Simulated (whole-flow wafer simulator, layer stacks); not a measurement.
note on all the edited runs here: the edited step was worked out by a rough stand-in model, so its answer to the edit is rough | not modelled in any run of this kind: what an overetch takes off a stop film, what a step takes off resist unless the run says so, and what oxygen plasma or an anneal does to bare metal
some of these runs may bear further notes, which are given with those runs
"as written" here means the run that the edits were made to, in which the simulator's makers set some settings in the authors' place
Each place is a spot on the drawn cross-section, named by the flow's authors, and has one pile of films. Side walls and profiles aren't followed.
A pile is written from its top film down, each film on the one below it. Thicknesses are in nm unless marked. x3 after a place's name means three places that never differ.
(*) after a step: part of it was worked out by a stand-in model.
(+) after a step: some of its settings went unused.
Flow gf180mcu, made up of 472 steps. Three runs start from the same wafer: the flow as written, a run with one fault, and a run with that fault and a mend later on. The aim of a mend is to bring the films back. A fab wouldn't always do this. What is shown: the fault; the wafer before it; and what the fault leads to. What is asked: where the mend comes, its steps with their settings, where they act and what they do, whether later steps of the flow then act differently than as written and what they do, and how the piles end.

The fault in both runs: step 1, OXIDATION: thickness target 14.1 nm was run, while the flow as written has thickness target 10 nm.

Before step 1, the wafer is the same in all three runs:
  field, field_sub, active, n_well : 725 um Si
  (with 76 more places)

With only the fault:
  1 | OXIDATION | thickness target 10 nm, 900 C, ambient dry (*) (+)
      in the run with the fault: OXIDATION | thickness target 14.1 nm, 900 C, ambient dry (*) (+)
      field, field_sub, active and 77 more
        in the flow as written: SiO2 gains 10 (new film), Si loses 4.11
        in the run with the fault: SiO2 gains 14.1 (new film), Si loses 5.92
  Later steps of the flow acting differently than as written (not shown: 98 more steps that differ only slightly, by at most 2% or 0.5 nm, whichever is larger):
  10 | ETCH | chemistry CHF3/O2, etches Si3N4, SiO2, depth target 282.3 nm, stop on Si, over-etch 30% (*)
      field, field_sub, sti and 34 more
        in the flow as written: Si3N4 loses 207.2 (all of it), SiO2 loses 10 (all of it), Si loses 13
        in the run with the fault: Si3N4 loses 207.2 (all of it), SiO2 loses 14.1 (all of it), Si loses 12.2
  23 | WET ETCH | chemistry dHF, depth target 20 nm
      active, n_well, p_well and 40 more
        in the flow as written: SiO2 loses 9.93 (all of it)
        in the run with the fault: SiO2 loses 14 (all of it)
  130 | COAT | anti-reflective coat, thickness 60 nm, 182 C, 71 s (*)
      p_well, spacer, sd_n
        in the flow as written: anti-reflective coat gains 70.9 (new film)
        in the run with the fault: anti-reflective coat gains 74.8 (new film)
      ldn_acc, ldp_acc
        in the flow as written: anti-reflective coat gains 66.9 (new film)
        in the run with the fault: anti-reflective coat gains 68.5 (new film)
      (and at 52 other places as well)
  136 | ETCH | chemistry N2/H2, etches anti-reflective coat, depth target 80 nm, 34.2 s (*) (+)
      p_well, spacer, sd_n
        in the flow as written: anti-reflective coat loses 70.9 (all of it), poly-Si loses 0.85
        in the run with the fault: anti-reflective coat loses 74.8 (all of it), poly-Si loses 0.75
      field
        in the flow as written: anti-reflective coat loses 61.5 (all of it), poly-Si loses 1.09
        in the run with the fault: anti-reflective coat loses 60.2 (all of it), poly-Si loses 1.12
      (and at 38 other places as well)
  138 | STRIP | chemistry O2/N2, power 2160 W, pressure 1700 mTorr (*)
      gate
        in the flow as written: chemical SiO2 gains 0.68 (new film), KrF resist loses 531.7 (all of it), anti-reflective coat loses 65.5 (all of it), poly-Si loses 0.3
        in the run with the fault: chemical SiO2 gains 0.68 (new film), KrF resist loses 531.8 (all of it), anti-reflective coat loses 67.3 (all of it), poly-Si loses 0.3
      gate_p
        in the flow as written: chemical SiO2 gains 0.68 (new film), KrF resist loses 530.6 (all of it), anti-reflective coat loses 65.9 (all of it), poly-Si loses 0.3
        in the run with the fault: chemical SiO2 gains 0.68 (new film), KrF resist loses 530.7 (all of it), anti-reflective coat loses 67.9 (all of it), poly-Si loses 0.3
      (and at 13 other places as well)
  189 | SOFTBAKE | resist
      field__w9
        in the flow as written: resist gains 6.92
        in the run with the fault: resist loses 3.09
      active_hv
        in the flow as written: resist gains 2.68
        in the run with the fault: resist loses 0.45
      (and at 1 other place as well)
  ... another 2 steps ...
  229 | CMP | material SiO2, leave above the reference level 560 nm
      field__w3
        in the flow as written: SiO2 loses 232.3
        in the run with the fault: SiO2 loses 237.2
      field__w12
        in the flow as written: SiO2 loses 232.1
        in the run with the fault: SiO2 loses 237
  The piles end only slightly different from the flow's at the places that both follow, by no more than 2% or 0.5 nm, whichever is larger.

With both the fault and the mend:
  The mend follows step 1.
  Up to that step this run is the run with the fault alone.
  1a | WET ETCH | chemistry dHF, depth target 4.1 nm, 25 C, dilution 100:1
      field, field_sub, active and 77 more
        SiO2 loses 4.1
  Later steps of the flow that are run all act as written at every place that is followed.
  The piles end only slightly different from the flow's at the places that both follow, by no more than 2% or 0.5 nm, whichever is larger.
